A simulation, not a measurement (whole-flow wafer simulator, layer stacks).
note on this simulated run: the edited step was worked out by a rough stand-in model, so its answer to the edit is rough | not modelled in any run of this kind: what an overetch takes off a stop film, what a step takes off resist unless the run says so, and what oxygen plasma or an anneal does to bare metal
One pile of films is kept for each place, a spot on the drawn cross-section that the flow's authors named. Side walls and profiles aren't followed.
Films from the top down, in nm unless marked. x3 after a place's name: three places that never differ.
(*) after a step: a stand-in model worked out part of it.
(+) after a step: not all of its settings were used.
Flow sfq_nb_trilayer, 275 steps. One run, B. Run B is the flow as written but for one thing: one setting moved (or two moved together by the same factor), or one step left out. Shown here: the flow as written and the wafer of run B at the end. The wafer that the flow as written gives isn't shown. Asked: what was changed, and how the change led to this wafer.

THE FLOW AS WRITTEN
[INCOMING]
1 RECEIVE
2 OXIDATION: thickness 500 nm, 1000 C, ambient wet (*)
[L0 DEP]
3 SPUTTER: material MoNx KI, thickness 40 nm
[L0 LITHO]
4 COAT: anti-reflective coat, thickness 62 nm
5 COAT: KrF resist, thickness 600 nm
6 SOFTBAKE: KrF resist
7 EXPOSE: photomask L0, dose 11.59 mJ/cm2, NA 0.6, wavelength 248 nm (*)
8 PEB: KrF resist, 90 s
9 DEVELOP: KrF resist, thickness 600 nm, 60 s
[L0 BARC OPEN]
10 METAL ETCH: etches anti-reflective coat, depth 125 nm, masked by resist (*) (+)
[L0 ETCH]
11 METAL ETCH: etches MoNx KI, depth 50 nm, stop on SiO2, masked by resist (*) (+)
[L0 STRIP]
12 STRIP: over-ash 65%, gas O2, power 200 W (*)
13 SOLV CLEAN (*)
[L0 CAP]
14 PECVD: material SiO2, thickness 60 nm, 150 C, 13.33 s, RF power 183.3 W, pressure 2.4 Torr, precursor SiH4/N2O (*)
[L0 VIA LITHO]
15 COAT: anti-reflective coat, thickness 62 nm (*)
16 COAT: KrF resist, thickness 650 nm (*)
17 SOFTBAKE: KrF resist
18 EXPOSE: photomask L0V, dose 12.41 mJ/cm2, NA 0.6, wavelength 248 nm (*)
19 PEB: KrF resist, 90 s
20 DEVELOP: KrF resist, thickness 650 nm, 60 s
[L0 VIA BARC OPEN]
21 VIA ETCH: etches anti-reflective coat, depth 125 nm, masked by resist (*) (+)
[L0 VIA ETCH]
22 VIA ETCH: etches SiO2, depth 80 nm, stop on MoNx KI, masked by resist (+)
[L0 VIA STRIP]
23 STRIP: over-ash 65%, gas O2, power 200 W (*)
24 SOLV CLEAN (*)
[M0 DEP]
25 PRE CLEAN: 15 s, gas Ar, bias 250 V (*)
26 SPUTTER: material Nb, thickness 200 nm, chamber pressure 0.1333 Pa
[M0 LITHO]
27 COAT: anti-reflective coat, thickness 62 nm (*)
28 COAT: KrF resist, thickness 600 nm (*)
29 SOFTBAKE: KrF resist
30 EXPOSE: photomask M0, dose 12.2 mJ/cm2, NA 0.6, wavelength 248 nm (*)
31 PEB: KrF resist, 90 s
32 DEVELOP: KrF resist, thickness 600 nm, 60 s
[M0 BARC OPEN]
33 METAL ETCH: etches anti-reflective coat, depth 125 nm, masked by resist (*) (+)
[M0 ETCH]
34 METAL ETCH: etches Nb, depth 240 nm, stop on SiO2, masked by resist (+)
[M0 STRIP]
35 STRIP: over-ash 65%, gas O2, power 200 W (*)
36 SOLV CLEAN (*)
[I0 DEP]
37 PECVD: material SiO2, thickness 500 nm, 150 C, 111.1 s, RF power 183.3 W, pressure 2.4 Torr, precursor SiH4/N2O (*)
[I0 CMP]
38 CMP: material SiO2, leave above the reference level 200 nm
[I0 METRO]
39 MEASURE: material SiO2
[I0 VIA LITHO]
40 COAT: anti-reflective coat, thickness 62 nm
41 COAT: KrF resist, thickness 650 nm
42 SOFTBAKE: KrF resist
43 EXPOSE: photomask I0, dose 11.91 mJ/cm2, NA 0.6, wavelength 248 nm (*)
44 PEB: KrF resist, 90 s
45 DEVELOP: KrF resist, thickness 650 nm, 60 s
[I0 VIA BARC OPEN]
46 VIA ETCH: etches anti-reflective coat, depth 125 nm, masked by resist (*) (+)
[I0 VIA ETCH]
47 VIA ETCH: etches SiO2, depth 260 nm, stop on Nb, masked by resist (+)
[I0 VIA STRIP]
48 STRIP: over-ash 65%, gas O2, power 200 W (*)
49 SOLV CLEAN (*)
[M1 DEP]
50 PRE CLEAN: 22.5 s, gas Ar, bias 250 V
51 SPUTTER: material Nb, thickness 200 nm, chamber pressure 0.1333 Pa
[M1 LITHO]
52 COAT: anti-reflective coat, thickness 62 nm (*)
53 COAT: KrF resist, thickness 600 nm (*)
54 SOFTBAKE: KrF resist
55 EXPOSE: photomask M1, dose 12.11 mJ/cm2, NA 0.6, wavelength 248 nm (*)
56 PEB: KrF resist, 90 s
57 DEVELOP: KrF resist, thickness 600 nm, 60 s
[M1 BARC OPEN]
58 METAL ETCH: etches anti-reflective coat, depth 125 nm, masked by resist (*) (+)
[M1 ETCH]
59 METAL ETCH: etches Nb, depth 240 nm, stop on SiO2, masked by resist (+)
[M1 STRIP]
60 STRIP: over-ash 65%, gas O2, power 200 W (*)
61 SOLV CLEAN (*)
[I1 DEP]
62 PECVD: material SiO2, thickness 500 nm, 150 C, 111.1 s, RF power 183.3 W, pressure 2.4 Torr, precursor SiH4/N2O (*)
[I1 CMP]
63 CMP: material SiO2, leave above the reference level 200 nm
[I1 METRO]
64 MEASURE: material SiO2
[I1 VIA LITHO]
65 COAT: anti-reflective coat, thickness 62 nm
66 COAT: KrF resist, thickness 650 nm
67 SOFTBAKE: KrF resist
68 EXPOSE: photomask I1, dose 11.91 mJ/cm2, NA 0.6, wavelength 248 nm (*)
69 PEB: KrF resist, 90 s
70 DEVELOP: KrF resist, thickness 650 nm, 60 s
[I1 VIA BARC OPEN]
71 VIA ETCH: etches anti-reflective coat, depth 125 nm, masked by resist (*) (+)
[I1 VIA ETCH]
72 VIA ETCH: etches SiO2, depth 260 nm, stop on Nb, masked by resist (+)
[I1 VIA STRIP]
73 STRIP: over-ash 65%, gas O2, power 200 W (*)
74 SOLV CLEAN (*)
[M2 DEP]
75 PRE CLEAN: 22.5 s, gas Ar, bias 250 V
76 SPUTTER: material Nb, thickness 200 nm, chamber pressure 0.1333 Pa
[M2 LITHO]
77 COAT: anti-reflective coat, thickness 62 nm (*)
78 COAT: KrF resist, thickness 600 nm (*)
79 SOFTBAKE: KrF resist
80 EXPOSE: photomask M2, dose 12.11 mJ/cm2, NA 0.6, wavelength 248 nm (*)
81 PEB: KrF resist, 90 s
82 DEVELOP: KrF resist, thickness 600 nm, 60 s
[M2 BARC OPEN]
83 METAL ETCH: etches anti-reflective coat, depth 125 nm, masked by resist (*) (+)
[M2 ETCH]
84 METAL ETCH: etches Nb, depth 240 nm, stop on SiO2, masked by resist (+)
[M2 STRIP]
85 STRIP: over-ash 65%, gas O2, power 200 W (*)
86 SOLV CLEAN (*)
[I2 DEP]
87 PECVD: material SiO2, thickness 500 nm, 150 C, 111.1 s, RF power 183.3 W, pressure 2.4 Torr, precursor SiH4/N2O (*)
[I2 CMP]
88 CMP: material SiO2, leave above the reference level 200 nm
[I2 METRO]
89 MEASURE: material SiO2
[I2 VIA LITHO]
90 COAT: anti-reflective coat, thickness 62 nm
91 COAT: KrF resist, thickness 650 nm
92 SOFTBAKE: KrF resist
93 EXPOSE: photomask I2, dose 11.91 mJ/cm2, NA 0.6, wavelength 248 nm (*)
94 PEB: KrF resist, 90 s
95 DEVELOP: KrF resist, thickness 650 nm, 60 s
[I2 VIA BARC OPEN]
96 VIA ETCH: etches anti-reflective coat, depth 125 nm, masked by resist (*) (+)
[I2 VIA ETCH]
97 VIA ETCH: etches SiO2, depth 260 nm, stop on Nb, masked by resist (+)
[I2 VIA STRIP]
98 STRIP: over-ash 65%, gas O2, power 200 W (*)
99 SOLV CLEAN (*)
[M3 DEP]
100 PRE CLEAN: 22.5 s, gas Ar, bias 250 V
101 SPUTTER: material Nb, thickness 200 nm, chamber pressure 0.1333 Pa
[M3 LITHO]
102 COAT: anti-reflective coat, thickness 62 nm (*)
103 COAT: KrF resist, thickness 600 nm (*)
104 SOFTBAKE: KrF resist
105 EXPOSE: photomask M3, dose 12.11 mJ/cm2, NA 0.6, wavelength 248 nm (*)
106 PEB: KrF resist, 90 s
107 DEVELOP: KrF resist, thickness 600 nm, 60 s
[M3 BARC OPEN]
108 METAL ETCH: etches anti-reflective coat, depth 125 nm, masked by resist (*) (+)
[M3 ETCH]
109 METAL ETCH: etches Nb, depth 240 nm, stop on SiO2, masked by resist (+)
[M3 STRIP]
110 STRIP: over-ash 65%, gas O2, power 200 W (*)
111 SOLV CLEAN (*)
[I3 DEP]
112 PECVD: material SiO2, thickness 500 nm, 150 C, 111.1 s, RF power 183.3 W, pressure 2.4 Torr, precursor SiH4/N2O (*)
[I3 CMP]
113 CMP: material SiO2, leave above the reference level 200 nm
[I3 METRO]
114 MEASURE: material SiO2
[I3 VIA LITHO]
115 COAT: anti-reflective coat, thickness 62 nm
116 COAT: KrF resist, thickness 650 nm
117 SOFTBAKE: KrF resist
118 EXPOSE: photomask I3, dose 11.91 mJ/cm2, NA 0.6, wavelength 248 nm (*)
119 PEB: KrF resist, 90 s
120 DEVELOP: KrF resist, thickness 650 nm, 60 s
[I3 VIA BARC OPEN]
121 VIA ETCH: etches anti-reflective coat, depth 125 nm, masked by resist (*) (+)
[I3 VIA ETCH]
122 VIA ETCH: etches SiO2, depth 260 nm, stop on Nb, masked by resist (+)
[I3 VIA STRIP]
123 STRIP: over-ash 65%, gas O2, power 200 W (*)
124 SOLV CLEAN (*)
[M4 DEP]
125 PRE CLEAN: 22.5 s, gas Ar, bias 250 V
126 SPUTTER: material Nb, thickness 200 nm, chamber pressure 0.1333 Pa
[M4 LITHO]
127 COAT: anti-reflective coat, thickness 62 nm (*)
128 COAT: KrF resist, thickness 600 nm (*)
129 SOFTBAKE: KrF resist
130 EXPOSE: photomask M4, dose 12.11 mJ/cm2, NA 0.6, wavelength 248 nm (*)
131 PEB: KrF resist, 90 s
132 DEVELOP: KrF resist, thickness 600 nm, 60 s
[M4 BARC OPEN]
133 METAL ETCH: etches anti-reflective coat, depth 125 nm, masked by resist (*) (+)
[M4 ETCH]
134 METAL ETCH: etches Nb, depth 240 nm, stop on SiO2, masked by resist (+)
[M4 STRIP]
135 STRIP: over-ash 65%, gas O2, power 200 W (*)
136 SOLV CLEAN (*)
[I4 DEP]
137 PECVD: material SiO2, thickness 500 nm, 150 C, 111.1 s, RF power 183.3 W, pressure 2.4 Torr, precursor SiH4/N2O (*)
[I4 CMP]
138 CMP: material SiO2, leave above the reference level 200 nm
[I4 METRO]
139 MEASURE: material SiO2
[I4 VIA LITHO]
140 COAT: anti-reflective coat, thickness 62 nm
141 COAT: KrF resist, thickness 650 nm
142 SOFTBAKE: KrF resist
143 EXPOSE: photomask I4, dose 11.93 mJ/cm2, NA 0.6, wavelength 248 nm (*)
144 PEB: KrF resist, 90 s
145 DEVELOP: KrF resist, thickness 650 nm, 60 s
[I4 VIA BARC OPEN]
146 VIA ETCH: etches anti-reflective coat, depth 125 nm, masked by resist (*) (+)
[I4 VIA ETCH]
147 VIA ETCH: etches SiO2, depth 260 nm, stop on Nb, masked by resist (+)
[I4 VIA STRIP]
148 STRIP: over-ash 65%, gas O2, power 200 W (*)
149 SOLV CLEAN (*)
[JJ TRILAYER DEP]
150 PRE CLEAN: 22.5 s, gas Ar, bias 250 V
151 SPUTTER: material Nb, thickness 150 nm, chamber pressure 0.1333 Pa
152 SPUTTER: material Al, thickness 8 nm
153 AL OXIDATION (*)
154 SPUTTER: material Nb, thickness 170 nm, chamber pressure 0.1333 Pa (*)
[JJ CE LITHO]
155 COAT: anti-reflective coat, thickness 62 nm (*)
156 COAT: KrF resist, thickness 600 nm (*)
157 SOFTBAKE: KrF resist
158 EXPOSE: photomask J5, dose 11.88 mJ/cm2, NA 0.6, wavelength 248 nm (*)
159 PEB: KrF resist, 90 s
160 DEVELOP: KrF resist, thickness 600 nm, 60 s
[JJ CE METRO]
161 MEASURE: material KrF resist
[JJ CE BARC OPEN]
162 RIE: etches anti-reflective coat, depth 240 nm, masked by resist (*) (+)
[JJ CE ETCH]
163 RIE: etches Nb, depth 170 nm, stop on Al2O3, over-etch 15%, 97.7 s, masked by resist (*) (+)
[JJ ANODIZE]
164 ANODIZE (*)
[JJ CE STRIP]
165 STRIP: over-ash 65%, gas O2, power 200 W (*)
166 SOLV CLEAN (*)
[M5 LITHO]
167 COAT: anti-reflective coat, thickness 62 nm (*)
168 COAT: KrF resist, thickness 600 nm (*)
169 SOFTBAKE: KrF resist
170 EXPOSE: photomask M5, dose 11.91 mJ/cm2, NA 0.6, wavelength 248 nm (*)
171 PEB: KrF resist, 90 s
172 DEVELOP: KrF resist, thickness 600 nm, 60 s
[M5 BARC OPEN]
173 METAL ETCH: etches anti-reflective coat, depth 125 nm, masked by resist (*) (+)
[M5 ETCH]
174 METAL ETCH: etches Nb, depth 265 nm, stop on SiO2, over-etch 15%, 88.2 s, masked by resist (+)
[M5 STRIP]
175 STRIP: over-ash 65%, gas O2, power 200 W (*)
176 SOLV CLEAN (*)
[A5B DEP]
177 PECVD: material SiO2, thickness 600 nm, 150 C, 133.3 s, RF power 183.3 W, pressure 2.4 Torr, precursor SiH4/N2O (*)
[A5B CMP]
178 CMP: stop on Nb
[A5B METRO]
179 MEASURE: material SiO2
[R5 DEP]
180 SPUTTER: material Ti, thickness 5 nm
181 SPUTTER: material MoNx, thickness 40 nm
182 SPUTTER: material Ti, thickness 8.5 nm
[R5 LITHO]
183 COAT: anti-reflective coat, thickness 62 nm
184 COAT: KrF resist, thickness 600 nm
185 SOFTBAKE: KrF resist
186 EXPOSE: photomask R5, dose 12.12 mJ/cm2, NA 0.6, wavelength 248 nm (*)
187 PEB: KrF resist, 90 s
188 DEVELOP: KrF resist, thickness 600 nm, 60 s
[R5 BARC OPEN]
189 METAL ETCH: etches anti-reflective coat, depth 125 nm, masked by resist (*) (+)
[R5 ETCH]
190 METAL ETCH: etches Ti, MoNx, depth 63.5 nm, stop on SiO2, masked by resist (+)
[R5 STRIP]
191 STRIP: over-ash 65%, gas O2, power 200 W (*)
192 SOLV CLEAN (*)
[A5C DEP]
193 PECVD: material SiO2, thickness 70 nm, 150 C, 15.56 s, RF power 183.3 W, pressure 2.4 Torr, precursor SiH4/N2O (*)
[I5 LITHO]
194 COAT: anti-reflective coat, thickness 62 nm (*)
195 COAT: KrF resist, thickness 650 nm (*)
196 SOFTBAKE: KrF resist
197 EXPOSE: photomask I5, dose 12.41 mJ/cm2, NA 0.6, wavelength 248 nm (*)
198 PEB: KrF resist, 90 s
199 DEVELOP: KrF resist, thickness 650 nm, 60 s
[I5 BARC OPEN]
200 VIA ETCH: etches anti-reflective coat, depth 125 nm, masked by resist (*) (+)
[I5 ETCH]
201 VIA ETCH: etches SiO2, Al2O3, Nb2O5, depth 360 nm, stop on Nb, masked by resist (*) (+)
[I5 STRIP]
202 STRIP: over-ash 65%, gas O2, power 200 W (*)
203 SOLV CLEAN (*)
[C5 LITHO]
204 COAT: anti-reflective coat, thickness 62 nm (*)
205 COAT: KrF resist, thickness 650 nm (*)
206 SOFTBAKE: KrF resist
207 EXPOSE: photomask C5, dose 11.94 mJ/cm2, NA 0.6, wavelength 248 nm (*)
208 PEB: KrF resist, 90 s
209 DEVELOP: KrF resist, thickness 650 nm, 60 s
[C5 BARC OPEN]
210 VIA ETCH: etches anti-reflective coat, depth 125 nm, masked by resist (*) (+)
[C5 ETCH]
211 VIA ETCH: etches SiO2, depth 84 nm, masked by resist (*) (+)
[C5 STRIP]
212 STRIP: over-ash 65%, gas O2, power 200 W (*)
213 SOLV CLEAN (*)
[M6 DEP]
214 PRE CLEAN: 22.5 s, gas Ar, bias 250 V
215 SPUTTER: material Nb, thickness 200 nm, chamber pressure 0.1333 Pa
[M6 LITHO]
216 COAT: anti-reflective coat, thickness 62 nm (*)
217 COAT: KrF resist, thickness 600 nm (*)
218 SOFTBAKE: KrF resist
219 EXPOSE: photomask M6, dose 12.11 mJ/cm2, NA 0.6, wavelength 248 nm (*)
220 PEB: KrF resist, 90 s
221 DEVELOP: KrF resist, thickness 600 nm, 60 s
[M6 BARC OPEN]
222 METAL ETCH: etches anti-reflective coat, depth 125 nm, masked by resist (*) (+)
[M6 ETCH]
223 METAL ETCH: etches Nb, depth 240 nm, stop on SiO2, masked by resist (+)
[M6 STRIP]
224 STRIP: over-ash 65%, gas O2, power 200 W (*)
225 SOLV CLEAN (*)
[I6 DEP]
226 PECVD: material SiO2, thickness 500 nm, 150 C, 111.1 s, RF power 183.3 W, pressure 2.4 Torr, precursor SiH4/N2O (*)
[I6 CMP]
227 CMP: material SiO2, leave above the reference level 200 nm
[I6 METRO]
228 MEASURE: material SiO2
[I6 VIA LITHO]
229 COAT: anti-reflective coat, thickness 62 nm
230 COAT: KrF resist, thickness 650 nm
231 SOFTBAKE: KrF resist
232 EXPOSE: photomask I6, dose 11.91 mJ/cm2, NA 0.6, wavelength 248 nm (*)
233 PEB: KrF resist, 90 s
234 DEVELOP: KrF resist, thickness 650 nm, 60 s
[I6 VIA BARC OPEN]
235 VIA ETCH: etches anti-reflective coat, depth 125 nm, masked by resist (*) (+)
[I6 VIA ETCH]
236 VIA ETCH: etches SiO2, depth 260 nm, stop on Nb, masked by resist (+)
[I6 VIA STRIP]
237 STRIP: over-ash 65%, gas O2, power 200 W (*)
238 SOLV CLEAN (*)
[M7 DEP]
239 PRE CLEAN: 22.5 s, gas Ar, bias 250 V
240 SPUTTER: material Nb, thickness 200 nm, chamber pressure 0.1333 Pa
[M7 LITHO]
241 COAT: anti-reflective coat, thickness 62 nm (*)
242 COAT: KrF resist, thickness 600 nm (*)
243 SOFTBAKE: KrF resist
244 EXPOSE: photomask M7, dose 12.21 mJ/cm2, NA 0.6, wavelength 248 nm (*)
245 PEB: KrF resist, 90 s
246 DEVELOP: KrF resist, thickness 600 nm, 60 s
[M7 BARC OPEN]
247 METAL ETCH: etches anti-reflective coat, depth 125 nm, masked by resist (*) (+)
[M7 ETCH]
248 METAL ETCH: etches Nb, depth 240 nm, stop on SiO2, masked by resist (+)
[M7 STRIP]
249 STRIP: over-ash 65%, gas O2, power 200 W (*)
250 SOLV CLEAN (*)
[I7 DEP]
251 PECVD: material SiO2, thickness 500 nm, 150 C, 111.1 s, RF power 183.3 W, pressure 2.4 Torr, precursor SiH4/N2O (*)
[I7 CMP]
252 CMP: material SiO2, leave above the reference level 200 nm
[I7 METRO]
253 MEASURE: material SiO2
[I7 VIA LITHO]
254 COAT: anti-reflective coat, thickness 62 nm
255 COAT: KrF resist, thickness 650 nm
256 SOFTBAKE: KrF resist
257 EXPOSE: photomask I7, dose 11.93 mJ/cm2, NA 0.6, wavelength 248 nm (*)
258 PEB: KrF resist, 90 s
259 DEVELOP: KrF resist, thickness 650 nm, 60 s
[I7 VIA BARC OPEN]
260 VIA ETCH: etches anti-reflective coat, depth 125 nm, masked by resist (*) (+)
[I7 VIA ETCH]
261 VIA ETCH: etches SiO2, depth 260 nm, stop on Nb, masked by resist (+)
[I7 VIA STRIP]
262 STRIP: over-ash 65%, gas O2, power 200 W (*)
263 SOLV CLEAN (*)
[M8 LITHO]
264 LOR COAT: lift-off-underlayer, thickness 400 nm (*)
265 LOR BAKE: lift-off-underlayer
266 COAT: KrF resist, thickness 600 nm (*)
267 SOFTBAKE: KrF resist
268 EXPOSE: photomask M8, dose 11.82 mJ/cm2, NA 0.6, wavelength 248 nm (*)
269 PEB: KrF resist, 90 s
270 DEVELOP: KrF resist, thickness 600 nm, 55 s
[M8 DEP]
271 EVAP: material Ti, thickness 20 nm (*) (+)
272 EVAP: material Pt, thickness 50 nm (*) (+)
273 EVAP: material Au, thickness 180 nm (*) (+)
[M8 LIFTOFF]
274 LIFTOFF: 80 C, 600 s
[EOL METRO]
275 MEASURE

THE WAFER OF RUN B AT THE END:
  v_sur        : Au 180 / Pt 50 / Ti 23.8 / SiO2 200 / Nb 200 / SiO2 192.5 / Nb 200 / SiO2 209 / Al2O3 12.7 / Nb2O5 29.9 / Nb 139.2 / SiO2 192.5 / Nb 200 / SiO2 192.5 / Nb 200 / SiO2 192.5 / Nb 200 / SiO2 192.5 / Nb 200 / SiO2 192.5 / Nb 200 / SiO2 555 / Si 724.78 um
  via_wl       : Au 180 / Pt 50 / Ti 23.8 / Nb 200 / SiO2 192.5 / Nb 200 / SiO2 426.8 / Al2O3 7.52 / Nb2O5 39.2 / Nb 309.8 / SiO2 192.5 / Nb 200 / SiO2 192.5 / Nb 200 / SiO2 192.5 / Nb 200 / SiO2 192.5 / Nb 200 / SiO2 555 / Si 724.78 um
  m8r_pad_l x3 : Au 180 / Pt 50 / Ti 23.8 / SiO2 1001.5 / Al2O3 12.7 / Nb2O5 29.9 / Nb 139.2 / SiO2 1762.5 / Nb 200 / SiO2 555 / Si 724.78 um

The cause: step 271, EVAP: thickness 23.8 nm was run, where the flow has thickness 20 nm.
It can be read off the wafer: v_sur has Ti 23.8, and step 271 as written asks for 20 nm.

How the change led to this, step by step:
  271 EVAP: material Ti, thickness 20 nm (*) (+)
      field_l, v_sur, via_wl and 103 more: Ti +23.8 (new film) (as written it would be: Ti +20 (new film))
  274 LIFTOFF: 80 C, 600 s
      p4_fl x3, p4_w1 x9, p4_g1 x2 and 60 more: Au -180 (all of it), Pt -50 (all of it), Ti -23.8 (all of it), KrF resist -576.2 (all of it), lift-off-underlayer -400 (all of it) (as written it would be: Au -180 (all of it), Pt -50 (all of it), Ti -20 (all of it), KrF resist -576.2 (all of it), lift-off-underlayer -400 (all of it))
      c5j, ce_r: Au -180 (all of it), Pt -50 (all of it), Ti -23.8 (all of it), KrF resist -573.3 (all of it), lift-off-underlayer -399.3 (all of it) (as written it would be: Au -180 (all of it), Pt -50 (all of it), Ti -20 (all of it), KrF resist -573.3 (all of it), lift-off-underlayer -399.3 (all of it))
      (and at 19 more places)
